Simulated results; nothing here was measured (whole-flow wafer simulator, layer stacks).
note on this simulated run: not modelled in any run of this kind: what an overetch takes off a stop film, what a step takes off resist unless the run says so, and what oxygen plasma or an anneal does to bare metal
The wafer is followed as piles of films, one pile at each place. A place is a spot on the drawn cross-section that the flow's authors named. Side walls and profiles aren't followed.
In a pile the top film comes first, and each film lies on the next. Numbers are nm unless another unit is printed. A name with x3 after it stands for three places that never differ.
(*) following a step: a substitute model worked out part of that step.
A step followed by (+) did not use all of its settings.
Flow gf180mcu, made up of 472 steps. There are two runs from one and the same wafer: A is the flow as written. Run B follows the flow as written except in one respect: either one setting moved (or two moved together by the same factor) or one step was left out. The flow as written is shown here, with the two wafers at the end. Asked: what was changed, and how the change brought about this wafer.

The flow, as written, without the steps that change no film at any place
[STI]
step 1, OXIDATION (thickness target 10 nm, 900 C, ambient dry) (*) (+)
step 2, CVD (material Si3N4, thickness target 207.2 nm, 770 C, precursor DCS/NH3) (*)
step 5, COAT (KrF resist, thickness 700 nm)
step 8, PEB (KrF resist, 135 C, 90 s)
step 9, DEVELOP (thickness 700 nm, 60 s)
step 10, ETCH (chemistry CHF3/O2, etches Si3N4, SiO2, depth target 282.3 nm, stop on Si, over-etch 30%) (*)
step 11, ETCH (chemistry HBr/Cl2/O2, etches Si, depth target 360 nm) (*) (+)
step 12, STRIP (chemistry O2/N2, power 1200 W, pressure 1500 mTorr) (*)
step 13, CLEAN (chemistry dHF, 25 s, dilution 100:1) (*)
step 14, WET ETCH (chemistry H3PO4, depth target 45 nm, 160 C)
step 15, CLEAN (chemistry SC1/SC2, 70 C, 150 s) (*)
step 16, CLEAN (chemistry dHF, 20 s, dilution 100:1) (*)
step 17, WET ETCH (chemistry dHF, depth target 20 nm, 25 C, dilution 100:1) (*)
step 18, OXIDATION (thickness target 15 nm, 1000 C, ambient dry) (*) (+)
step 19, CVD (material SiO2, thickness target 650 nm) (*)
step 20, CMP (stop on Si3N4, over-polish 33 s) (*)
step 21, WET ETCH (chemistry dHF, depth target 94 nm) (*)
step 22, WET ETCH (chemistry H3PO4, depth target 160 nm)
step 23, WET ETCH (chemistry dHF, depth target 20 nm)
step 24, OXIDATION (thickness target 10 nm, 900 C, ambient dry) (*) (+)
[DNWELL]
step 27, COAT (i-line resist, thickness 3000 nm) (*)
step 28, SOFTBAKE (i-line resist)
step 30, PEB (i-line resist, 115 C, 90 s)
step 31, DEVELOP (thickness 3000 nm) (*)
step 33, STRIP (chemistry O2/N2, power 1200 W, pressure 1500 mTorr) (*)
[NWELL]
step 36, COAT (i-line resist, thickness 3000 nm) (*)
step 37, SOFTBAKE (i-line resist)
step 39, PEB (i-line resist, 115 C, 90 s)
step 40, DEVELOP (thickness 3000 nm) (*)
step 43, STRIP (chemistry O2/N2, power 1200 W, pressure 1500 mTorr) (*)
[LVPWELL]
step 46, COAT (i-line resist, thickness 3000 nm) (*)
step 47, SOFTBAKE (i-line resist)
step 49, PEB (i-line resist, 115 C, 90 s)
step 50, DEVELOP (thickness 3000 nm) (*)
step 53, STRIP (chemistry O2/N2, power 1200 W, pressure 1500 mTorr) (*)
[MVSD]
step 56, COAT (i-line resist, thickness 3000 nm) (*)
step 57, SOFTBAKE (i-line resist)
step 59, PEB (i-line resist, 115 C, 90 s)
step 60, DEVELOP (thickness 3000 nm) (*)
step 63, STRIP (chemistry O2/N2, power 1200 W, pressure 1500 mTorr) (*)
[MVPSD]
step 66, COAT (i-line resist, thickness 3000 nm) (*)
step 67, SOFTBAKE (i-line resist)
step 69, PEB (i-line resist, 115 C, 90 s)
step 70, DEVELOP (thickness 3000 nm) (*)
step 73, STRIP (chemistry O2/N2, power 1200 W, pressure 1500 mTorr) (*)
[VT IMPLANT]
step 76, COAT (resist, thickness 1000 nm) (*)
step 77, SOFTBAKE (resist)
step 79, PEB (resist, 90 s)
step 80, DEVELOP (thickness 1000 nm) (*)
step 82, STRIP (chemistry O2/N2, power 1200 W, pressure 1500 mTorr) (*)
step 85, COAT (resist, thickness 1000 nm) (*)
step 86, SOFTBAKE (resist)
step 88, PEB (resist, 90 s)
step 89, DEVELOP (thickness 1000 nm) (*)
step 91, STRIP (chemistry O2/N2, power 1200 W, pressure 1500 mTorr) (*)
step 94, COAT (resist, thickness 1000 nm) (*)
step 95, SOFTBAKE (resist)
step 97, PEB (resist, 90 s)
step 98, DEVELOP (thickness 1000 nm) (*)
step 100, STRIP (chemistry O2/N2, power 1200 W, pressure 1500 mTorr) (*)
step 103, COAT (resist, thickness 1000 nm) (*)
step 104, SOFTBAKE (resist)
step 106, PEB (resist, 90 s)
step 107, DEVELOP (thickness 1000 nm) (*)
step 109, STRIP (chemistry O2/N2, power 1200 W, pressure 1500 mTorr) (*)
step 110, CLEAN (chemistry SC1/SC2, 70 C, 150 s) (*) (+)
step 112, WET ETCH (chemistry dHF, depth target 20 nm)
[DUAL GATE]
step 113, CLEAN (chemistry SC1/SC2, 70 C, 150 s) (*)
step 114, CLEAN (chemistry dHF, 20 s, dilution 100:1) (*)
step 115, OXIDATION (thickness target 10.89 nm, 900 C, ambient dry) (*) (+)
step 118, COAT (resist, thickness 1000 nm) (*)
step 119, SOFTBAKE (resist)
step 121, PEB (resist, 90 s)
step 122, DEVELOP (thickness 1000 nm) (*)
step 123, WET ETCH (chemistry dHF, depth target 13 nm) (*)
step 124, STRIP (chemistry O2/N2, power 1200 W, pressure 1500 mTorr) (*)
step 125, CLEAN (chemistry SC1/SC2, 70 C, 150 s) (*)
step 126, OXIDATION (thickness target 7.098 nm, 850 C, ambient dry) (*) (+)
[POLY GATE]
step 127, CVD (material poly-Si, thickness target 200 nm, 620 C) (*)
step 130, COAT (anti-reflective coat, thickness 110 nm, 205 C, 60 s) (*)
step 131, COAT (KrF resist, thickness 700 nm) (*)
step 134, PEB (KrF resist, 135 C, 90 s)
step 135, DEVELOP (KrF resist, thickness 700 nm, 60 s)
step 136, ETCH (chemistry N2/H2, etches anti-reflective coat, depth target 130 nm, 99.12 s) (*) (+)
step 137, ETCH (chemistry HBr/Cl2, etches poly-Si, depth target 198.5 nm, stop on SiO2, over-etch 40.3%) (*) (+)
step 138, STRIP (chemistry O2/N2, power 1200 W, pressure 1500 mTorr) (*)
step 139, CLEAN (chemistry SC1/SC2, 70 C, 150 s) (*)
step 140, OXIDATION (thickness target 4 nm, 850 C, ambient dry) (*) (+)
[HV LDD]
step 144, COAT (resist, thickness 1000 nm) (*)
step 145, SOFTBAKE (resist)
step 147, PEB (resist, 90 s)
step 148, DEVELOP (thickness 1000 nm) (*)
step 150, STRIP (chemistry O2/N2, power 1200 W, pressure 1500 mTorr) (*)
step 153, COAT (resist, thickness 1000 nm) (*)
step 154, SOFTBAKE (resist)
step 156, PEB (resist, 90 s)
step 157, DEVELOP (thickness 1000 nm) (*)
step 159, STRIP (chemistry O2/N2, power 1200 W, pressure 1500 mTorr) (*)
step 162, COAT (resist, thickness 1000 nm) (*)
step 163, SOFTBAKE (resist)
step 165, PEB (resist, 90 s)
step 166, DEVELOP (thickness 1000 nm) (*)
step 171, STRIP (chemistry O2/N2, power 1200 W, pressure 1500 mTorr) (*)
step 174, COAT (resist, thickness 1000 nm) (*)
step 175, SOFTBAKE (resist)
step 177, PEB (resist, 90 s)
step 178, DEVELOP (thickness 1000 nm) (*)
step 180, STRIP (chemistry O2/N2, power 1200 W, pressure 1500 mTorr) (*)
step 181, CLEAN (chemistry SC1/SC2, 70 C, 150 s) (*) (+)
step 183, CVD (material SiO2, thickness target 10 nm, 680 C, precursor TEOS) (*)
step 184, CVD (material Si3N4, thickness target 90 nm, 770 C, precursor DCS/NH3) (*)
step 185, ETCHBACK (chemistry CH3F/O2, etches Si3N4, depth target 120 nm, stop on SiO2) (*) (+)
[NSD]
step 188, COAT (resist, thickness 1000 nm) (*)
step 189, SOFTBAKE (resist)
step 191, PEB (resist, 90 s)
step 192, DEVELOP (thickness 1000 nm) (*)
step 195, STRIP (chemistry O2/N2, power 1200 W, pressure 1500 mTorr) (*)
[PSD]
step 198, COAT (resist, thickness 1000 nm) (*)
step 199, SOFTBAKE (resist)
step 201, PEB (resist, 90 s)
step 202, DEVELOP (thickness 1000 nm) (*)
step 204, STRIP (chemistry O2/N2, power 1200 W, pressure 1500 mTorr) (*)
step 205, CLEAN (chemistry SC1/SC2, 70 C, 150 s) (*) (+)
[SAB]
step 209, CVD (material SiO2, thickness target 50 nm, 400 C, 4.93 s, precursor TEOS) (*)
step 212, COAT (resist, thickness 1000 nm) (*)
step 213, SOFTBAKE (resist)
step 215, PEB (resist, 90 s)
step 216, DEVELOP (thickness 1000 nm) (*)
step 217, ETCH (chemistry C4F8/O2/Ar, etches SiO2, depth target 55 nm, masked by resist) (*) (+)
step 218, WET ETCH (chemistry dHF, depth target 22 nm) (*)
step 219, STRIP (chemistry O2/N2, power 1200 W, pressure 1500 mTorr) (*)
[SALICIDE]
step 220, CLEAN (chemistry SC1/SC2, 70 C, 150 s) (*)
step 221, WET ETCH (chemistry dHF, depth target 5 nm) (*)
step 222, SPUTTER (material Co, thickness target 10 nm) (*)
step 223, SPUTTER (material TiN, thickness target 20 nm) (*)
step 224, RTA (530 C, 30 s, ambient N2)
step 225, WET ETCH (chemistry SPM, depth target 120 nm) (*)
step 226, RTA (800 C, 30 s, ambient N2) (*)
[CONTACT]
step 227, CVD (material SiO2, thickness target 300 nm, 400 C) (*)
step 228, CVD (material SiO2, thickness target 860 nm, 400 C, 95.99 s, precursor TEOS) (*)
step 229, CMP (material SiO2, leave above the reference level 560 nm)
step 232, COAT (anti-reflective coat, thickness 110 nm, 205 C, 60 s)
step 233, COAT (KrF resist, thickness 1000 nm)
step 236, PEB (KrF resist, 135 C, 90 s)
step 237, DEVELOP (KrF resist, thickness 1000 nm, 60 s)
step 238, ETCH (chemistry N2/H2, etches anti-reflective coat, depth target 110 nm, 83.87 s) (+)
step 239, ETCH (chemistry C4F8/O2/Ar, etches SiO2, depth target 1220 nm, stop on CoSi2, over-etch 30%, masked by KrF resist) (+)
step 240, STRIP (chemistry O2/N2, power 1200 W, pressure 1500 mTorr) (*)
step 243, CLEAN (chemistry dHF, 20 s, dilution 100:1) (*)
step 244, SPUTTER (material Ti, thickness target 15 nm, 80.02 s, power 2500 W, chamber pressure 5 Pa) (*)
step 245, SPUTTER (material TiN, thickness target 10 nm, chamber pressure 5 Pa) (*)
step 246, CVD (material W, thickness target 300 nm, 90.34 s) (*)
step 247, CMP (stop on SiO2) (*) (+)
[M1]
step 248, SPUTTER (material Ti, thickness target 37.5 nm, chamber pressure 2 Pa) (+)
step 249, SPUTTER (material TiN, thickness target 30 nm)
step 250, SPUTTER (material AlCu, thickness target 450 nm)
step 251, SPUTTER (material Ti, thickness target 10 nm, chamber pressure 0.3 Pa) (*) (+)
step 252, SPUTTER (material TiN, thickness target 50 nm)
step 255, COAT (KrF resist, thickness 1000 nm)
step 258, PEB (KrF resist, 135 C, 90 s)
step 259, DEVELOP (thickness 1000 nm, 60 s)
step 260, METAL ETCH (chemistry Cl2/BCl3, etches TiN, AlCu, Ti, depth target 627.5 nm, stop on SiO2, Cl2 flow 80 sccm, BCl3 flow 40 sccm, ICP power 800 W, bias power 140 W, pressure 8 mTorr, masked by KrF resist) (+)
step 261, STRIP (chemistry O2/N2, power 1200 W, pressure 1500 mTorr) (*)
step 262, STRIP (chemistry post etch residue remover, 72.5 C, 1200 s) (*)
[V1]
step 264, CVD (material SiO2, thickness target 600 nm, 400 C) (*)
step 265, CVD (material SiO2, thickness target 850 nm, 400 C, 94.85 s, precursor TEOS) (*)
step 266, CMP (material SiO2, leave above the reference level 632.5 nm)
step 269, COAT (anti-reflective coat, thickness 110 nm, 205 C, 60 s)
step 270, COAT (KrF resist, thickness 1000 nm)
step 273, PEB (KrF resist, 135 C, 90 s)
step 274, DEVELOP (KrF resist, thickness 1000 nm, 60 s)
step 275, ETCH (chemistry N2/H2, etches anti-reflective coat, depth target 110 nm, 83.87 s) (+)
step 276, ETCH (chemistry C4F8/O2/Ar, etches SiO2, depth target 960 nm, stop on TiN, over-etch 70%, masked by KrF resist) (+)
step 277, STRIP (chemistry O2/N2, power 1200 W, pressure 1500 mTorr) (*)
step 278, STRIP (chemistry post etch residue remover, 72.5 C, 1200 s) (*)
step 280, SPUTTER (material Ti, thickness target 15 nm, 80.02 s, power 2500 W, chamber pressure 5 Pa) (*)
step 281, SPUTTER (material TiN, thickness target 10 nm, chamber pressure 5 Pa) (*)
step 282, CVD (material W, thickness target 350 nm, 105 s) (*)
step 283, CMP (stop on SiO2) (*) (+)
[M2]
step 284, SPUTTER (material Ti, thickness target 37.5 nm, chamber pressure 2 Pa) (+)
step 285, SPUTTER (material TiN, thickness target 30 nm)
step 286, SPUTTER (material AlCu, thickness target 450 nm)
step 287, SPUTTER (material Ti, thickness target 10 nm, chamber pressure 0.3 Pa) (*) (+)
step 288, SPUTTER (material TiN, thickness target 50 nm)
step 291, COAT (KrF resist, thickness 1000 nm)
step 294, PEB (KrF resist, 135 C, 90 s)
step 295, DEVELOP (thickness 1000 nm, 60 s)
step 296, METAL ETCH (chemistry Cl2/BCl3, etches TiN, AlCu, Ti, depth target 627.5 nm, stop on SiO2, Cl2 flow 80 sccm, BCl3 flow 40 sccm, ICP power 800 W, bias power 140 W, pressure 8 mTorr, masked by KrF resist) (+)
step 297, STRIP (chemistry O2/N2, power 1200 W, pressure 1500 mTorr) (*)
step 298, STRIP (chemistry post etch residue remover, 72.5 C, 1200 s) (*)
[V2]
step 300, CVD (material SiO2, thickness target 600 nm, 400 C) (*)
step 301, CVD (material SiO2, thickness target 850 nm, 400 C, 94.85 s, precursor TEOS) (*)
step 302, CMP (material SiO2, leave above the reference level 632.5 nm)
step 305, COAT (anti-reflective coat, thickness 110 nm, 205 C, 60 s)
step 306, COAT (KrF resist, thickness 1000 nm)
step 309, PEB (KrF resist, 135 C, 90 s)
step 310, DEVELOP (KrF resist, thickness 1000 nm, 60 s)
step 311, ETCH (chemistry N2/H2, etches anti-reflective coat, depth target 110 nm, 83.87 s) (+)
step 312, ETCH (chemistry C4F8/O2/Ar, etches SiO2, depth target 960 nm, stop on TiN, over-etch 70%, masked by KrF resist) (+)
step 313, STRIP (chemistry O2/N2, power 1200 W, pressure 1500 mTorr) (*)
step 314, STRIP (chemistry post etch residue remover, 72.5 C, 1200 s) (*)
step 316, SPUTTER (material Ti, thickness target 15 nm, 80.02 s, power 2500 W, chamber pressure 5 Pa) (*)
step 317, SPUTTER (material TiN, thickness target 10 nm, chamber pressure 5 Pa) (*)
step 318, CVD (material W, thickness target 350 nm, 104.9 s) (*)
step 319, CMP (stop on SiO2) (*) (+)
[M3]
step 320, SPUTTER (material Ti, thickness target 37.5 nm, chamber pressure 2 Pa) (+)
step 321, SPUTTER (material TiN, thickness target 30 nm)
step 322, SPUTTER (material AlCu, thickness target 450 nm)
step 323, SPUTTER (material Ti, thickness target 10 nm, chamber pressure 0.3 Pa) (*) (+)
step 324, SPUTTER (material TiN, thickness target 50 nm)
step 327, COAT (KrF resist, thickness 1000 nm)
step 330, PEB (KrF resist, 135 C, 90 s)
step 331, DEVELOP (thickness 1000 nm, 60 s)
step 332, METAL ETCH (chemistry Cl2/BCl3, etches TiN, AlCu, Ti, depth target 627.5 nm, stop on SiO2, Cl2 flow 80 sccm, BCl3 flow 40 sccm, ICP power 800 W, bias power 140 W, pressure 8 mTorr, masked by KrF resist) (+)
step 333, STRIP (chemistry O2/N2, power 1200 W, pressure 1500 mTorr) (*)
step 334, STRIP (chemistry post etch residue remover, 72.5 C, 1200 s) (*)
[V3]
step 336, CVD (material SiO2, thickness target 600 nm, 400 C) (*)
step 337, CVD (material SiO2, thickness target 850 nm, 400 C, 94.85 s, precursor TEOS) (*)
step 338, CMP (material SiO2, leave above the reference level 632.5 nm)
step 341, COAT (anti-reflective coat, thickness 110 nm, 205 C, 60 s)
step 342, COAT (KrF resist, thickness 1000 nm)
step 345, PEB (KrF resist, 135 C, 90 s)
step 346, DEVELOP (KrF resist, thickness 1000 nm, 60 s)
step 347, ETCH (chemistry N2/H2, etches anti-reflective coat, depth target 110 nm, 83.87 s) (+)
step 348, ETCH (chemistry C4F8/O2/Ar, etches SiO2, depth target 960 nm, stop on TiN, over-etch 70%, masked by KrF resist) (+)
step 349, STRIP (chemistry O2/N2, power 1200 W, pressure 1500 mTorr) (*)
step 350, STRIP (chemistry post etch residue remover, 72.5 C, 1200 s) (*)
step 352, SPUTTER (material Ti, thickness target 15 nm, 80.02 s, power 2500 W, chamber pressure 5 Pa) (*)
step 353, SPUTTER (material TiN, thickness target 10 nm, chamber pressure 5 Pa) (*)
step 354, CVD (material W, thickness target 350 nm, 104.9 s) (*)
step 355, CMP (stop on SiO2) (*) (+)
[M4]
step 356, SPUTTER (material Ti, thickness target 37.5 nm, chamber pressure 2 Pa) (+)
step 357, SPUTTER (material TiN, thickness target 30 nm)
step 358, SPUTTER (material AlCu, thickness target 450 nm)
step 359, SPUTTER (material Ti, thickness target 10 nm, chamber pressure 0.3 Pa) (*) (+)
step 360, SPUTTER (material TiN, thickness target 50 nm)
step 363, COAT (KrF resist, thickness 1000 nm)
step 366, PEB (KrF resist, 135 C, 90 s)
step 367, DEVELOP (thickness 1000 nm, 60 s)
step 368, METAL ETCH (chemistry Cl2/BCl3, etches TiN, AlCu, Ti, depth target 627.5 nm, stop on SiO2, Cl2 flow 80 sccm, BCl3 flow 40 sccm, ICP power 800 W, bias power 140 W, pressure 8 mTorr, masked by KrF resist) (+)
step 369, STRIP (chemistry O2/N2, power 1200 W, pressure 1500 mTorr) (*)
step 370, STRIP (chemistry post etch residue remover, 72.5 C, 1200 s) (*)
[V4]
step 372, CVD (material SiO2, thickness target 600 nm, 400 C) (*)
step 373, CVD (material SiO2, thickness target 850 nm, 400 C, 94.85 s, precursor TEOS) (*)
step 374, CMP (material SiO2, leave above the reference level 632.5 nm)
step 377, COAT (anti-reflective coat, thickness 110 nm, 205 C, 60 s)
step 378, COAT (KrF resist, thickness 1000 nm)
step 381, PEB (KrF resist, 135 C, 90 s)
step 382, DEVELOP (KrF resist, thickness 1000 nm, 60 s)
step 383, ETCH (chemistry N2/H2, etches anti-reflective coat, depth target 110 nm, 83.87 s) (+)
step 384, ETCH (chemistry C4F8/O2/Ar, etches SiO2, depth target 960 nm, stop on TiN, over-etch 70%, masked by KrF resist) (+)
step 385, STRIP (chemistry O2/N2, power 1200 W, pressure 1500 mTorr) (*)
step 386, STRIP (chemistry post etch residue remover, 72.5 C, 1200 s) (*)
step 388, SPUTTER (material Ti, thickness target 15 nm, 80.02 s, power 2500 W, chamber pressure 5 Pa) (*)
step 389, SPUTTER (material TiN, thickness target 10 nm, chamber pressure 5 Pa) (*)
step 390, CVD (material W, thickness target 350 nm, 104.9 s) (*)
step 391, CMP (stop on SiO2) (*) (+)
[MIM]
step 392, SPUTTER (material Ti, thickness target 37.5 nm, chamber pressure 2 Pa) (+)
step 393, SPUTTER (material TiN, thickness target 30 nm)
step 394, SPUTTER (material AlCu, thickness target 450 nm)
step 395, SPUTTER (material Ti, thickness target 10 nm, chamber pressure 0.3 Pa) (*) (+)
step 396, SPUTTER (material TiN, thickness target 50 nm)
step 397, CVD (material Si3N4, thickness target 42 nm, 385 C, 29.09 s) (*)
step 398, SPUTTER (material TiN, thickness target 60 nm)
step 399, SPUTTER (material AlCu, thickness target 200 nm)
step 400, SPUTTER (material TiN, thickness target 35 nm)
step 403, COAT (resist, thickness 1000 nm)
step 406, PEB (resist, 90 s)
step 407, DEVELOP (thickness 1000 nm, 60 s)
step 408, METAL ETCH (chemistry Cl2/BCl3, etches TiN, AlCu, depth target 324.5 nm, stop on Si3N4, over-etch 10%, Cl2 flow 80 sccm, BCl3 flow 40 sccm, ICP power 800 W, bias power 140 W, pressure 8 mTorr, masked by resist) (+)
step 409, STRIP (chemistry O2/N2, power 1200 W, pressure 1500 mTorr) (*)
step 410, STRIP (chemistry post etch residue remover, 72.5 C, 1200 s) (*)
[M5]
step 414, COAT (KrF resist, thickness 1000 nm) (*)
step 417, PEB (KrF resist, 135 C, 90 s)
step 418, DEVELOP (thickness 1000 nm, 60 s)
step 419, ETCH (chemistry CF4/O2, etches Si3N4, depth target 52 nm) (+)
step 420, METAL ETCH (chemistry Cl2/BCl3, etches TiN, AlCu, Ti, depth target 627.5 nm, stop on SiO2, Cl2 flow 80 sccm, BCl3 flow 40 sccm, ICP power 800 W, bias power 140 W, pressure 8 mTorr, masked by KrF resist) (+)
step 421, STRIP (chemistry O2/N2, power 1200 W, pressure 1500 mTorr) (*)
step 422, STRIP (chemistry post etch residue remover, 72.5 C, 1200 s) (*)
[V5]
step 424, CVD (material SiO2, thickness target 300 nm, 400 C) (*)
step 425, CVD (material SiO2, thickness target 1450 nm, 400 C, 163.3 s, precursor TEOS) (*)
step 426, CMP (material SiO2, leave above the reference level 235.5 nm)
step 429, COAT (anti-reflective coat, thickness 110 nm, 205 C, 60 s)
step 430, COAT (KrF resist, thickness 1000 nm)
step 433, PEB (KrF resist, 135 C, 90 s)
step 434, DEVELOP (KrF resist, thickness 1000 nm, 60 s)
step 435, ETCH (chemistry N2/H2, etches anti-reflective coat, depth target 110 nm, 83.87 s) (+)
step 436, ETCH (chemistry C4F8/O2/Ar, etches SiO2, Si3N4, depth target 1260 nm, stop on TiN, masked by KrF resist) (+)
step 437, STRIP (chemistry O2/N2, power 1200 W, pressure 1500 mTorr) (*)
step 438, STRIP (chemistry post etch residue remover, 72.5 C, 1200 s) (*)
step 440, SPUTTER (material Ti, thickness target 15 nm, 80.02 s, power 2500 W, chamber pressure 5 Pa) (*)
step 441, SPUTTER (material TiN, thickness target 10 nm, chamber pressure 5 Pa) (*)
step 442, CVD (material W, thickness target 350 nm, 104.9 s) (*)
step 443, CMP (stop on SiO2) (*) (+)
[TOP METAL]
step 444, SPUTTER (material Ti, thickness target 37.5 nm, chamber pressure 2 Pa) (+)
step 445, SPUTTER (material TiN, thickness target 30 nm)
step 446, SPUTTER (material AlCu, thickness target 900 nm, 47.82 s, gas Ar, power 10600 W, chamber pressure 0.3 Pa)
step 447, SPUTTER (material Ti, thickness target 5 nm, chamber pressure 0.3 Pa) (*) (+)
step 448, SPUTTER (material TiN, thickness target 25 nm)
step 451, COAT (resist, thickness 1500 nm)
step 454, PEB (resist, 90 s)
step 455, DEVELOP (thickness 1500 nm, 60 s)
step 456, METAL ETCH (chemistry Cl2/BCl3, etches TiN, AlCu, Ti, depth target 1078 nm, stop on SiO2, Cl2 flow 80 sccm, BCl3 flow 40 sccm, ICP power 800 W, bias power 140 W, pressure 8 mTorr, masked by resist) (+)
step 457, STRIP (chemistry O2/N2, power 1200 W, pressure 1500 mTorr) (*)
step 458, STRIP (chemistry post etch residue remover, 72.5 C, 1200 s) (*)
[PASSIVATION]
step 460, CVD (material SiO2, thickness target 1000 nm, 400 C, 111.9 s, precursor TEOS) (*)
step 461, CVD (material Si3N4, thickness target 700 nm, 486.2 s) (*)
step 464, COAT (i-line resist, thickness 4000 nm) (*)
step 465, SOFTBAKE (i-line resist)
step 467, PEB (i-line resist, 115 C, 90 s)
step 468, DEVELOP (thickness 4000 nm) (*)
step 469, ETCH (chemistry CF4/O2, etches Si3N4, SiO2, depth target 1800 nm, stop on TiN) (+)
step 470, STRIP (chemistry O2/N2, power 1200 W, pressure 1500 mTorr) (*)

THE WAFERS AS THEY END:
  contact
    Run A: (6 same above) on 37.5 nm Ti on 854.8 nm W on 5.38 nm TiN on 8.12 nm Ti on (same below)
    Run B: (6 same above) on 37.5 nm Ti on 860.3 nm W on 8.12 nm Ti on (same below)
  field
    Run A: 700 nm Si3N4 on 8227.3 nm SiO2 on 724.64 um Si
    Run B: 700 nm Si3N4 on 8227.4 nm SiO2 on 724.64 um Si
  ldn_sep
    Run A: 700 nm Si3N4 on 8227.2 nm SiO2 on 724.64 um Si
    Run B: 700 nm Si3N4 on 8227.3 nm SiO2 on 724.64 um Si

The reason: step 441, SPUTTER: material TiN, thickness target 10 nm, chamber pressure 5 Pa (*), was not run.

How this came from the change, step by step:
  step 443, CMP (stop on SiO2) (*) (+)
      field, field__w1, field__w2 and 108 more: A -350 W (all of it), -10 TiN (all of it), -15 Ti (all of it), -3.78 SiO2 | B -350 W (all of it), -15 Ti (all of it), -3.68 SiO2
      contact: A -378.8 W | B -368.7 W
